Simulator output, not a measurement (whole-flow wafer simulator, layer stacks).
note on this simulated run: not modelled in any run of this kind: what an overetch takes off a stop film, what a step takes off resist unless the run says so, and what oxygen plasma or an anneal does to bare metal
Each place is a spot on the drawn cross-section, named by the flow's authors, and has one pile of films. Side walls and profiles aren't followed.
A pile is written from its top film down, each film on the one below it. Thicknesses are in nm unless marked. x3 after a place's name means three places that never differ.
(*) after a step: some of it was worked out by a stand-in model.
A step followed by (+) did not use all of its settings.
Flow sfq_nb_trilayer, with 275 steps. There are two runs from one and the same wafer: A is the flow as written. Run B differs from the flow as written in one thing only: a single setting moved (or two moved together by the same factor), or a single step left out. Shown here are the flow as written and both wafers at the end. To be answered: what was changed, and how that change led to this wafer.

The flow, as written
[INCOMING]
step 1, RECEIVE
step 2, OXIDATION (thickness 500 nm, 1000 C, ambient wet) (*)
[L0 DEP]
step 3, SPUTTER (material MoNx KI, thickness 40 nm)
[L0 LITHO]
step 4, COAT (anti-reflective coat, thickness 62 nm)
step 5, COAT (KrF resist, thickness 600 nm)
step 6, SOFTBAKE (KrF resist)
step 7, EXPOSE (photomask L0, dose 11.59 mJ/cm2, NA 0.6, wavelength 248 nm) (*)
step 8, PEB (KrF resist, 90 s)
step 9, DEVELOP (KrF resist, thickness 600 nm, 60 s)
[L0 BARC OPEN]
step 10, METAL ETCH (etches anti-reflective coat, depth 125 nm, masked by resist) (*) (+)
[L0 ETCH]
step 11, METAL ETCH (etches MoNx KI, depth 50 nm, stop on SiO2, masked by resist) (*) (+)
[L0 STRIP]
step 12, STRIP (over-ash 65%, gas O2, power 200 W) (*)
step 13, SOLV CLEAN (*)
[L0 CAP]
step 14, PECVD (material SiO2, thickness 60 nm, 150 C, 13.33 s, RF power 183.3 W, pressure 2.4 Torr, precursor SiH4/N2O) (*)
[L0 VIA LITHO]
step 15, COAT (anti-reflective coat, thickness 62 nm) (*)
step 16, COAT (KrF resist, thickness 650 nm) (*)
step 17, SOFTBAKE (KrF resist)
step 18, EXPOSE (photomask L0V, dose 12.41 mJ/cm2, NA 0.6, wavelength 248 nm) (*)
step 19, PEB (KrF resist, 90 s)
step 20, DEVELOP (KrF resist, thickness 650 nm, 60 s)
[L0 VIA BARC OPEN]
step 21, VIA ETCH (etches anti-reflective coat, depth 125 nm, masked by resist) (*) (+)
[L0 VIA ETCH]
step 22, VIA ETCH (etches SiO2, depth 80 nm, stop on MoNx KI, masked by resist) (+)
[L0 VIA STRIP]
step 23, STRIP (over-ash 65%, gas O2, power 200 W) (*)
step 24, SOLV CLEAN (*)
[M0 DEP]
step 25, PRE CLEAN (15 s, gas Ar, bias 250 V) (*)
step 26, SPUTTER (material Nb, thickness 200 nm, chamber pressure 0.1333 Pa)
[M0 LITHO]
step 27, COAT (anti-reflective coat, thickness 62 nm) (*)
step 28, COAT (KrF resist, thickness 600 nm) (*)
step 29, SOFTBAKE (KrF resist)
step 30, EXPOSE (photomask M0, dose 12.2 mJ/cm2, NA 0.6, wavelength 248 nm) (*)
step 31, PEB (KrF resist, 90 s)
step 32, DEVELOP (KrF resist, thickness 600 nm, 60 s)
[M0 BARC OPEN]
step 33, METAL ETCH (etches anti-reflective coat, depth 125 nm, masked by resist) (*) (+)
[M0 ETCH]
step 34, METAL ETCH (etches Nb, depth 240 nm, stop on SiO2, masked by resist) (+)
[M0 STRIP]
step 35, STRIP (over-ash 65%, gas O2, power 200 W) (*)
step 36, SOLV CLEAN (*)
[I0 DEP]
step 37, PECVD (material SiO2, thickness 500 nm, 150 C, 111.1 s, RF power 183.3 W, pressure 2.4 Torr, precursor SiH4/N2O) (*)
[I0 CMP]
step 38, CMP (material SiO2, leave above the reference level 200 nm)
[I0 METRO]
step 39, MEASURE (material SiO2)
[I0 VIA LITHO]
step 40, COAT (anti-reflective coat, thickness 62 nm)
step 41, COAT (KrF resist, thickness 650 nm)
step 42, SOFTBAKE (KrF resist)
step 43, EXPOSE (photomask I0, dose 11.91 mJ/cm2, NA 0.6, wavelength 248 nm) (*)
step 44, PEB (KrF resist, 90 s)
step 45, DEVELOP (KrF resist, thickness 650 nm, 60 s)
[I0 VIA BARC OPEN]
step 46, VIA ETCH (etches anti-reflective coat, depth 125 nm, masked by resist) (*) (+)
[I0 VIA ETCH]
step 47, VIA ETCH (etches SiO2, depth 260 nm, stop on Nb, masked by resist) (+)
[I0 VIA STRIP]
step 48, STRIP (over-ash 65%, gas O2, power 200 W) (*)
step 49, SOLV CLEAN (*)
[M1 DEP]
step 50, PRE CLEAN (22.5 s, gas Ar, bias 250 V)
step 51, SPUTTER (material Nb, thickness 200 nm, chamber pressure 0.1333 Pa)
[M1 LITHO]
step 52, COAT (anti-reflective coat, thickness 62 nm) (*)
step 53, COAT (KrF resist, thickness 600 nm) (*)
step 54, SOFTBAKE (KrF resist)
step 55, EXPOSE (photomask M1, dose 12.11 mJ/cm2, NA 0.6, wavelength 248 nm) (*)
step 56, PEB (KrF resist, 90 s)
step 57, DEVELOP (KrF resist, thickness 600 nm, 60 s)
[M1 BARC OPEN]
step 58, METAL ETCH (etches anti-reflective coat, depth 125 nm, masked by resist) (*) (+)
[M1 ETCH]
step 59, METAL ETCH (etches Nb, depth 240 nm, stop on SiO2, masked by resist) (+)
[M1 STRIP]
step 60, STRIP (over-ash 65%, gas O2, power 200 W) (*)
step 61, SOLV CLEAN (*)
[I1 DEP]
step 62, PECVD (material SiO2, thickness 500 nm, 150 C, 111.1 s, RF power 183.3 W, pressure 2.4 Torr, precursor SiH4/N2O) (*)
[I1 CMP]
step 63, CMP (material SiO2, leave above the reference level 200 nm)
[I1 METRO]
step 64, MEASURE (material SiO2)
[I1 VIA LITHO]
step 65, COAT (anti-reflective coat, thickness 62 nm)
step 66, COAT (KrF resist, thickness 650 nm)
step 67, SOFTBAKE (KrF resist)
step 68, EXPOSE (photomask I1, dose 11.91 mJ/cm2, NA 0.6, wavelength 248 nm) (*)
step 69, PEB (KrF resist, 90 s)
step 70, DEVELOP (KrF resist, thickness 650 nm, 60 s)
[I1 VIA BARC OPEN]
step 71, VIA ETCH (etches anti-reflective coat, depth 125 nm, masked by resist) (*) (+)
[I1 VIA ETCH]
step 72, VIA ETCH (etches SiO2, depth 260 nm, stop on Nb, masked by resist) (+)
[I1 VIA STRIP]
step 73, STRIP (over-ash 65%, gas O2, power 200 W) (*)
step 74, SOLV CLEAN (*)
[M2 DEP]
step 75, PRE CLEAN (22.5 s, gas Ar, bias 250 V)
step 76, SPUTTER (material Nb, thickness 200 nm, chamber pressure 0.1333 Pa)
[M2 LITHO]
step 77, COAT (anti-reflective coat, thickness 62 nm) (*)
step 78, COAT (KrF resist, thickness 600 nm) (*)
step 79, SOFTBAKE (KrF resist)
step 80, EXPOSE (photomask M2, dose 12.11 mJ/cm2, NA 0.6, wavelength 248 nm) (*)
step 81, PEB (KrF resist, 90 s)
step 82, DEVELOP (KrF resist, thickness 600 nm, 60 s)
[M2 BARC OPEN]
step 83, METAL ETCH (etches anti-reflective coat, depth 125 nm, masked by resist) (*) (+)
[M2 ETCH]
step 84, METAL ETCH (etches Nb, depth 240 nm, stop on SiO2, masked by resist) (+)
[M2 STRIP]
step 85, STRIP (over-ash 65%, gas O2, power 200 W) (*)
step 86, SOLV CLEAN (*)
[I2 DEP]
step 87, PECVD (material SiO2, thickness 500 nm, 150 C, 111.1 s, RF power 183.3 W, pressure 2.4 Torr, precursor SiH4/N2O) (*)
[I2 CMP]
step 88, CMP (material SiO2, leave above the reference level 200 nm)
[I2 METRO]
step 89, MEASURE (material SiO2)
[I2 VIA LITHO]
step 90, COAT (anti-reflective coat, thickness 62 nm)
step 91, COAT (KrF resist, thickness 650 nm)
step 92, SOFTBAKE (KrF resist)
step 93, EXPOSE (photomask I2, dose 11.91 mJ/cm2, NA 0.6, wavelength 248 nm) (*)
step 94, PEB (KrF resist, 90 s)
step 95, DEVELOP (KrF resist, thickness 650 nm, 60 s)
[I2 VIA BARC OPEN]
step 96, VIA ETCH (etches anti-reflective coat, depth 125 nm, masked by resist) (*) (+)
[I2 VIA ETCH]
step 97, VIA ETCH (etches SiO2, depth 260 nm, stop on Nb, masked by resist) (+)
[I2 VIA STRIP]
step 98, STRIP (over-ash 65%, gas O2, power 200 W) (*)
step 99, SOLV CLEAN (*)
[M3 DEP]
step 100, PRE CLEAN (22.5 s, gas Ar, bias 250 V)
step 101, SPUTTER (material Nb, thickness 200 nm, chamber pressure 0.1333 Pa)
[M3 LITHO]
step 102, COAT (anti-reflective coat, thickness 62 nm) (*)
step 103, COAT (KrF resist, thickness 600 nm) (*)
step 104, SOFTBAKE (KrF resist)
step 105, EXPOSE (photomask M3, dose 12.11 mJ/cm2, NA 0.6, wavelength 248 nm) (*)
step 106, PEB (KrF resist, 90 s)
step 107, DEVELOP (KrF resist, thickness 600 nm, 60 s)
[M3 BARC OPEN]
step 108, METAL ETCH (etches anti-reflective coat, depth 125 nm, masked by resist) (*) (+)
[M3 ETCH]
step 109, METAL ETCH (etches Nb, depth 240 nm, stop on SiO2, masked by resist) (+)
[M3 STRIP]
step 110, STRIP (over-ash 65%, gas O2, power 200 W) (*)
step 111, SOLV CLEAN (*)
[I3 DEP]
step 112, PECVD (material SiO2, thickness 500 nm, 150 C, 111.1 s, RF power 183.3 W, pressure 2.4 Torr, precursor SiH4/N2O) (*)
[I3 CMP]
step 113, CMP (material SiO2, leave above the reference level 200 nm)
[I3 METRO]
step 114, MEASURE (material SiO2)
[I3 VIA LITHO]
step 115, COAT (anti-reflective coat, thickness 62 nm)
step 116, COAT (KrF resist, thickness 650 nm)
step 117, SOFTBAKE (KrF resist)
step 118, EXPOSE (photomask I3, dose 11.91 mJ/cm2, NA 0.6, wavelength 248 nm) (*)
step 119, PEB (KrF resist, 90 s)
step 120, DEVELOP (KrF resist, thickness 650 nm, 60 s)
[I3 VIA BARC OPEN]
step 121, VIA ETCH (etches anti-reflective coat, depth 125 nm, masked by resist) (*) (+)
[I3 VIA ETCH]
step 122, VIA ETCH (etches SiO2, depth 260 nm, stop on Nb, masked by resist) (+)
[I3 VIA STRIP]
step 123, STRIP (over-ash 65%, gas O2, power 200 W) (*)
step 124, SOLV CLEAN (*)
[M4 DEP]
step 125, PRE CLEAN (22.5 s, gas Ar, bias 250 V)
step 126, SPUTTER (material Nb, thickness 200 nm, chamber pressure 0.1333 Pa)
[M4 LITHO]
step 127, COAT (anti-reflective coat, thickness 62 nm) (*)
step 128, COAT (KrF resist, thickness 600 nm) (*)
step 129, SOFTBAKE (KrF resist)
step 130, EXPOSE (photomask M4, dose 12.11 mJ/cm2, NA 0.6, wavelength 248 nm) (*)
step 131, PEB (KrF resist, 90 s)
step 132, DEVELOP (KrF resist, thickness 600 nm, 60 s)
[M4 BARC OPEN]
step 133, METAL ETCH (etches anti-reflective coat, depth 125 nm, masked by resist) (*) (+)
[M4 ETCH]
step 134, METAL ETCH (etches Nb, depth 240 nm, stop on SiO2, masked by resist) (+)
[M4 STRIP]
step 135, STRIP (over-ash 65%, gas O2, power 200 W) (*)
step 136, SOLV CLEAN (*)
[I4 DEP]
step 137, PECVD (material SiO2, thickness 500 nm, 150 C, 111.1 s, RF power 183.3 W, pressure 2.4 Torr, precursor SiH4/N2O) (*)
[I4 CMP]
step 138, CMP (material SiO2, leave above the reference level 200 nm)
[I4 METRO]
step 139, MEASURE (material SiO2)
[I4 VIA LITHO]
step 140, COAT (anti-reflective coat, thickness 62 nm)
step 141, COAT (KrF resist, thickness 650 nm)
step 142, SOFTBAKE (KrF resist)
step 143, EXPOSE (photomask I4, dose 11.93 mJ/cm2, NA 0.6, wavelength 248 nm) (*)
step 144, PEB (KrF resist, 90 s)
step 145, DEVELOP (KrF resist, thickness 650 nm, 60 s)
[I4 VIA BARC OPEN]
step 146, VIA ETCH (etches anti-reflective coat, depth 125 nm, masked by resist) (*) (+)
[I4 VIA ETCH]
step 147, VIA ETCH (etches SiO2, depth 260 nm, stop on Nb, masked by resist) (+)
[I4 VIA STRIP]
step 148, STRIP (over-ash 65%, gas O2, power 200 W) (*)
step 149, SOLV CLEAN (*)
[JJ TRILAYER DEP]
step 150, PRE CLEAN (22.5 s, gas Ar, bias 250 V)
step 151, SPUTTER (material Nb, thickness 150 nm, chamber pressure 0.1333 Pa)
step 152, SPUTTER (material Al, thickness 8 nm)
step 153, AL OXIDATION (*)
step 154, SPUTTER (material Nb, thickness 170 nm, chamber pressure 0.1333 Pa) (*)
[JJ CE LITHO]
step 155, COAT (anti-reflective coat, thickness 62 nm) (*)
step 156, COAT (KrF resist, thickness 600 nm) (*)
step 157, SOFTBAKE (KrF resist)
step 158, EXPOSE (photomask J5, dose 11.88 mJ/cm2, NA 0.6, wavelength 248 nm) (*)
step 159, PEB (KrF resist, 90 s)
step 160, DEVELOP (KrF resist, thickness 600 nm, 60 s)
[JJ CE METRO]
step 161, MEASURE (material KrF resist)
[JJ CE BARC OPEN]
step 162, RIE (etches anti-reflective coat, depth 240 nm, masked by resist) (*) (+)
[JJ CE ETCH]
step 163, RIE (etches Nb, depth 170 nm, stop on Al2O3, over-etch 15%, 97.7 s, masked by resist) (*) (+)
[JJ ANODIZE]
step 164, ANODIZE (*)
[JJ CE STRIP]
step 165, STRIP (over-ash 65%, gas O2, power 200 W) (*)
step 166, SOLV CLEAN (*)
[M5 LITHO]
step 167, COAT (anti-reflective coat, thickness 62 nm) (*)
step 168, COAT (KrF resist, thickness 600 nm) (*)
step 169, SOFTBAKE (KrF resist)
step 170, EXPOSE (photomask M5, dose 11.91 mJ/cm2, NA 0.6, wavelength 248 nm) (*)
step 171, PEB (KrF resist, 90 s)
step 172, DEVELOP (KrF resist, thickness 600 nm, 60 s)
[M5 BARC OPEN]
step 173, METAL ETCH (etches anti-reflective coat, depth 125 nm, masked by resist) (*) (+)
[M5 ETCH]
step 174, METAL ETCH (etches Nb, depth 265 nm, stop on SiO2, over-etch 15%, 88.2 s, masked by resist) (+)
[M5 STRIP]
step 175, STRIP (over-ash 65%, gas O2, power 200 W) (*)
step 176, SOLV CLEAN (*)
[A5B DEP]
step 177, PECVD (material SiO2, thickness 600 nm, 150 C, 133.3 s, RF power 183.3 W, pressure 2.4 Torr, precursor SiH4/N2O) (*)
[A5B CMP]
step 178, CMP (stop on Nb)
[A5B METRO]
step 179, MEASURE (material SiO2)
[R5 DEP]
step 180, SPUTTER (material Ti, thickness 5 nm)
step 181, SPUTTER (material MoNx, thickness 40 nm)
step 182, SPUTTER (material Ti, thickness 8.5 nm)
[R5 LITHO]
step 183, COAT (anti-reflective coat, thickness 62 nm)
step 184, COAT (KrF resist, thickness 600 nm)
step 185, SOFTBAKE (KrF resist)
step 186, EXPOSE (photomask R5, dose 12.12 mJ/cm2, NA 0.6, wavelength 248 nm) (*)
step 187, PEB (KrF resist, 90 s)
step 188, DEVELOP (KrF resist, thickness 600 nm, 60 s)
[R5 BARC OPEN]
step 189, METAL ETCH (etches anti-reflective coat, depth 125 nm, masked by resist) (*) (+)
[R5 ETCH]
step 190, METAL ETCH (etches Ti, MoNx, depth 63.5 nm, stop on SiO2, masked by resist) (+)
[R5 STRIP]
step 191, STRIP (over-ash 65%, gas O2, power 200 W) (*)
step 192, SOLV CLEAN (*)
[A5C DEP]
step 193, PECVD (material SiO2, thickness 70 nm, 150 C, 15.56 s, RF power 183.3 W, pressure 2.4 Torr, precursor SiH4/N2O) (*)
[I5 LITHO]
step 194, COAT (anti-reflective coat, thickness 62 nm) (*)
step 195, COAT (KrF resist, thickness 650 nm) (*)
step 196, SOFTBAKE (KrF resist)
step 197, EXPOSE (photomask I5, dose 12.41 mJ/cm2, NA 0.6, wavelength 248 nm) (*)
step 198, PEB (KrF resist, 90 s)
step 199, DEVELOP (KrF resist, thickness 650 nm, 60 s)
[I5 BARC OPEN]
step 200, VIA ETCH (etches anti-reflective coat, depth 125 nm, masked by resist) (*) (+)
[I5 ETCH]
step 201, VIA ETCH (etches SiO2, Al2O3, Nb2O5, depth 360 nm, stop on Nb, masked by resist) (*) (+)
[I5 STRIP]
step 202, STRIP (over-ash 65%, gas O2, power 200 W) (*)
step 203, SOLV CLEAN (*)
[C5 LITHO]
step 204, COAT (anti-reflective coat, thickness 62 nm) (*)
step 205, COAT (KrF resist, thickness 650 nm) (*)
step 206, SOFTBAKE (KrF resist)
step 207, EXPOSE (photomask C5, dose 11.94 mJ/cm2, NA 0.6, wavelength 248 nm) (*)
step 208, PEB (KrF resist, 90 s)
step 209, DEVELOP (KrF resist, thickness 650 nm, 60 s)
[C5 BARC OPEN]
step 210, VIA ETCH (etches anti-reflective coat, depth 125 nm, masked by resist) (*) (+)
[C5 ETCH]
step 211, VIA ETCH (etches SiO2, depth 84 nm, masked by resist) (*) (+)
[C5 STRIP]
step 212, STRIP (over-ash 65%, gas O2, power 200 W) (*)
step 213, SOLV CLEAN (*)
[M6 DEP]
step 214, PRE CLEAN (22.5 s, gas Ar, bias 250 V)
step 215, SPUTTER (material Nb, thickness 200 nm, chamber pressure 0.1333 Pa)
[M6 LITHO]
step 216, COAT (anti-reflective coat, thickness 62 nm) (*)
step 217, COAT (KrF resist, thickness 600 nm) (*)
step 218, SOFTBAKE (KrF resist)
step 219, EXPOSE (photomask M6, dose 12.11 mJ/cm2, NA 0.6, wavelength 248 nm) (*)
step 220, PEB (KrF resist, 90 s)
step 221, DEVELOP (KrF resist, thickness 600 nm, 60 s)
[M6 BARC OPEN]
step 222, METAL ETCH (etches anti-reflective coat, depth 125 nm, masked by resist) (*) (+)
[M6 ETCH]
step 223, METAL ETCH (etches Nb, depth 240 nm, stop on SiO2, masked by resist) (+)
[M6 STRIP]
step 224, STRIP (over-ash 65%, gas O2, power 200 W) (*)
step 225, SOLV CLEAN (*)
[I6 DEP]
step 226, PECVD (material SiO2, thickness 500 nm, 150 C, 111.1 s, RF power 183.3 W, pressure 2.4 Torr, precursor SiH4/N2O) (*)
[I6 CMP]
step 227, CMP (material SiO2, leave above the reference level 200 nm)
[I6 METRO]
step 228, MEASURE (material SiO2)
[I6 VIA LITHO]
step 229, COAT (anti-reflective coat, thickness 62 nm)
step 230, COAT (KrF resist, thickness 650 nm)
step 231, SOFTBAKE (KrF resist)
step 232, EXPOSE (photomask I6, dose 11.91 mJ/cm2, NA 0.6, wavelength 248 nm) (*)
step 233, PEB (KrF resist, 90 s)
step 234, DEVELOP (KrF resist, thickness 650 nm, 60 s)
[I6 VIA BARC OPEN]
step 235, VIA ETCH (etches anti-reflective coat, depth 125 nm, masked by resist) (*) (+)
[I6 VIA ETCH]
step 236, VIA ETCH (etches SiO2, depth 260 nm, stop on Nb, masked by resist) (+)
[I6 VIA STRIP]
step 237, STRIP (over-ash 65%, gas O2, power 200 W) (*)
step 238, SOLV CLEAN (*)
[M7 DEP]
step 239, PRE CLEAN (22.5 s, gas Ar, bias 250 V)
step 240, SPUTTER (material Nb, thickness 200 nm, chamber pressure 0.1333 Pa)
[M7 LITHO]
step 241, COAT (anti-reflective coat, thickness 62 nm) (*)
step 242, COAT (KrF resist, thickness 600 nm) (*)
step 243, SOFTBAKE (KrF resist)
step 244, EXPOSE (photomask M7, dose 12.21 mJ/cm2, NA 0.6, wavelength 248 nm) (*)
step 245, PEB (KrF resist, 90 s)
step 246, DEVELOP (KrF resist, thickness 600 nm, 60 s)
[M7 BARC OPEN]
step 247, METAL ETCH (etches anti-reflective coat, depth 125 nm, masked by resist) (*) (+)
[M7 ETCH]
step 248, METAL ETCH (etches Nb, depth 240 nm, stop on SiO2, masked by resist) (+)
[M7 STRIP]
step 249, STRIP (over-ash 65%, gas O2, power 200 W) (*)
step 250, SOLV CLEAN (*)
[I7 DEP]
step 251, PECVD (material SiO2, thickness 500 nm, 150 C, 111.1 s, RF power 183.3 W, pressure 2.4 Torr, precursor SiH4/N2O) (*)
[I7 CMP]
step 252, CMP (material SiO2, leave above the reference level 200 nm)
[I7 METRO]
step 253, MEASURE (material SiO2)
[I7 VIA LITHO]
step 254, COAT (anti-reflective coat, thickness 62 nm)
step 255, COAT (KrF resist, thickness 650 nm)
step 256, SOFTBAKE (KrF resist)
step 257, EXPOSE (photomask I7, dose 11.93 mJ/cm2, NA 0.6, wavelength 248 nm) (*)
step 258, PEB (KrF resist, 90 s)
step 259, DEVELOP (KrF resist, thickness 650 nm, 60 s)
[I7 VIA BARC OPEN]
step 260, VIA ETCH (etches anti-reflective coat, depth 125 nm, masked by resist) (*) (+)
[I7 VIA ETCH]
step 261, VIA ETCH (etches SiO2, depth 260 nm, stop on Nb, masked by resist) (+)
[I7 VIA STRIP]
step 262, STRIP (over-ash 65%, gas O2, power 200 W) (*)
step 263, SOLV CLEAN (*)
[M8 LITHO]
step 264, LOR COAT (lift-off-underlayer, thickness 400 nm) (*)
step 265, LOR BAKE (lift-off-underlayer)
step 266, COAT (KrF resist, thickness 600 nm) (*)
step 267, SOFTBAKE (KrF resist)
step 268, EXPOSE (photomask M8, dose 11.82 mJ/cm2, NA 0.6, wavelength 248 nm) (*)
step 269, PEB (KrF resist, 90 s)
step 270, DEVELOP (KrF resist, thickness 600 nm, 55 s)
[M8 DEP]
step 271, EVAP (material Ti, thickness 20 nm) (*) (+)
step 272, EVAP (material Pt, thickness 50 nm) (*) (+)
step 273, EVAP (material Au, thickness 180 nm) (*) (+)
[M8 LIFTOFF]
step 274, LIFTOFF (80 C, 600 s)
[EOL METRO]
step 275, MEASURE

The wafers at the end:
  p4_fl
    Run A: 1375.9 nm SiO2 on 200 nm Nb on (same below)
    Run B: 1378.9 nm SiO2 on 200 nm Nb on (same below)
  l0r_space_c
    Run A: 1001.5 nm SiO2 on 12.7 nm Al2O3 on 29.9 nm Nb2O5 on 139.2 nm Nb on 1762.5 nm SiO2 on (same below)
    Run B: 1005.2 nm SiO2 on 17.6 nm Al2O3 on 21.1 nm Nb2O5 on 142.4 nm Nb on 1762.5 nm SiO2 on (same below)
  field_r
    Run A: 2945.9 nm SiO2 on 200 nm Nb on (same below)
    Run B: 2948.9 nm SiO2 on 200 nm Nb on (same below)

What caused this: step 152, SPUTTER: thickness 11 nm was run, while the flow as written has thickness 8 nm.

How this came from the change, step by step:
  step 152, SPUTTER (material Al, thickness 8 nm)
      field_l, v_sur, via_sp and 100 more: A Al gains 8 (new film) | B Al gains 11 (new film)
      via_wl, via_wr: A Al gains 5.14 (new film) | B Al gains 7.07 (new film)
      (also at 1 further place)
  step 164, ANODIZE (*)
      field_l, v_sur, via_sp and 96 more: A Al2O3 gains 12.2, Nb2O5 gains 29.9 (new film), Al loses 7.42 (all of it), Nb loses 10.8 | B Al2O3 gains 17.2, Nb2O5 gains 21.1 (new film), Al loses 10.4 (all of it), Nb loses 7.59
      via_wl, via_wr: A Al2O3 gains 7.52 (new film), Nb2O5 gains 39.2 (new film), Al loses 4.56 (all of it), Nb loses 14.1 | B Al2O3 gains 10.7 (new film), Nb2O5 gains 33.5 (new film), Al loses 6.48 (all of it), Nb loses 12.1
      (also at 1 further place)
  step 167, COAT (anti-reflective coat, thickness 62 nm) (*)
      ce_l: A anti-reflective coat gains 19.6 (new film) | B anti-reflective coat gains 18.5 (new film)
  step 174, METAL ETCH (etches Nb, depth 265 nm, stop on SiO2, over-etch 15%, 88.2 s, masked by resist) (+)
      field_l, r_sur, res and 50 more: A Al2O3 loses 12.6 (all of it), Nb2O5 loses 29.9 (all of it), Nb loses 139.2 (all of it), SiO2 loses 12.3 | B Al2O3 loses 17.6 (all of it), Nb2O5 loses 21.1 (all of it), Nb loses 142.4 (all of it), SiO2 loses 12.4
  step 175, STRIP (over-ash 65%, gas O2, power 200 W) (*)
      ce_l: A KrF resist loses 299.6 (all of it), anti-reflective coat loses 19.6 (all of it) | B KrF resist loses 298 (all of it), anti-reflective coat loses 18.5 (all of it)
  step 201, VIA ETCH (etches SiO2, Al2O3, Nb2O5, depth 360 nm, stop on Nb, masked by resist) (*) (+)
      be: A SiO2 loses 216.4 (all of it), Al2O3 loses 12.7 (all of it), Nb2O5 loses 29.9 (all of it) | B SiO2 loses 220.1 (all of it), Al2O3 loses 17.6 (all of it), Nb2O5 loses 21.1 (all of it)
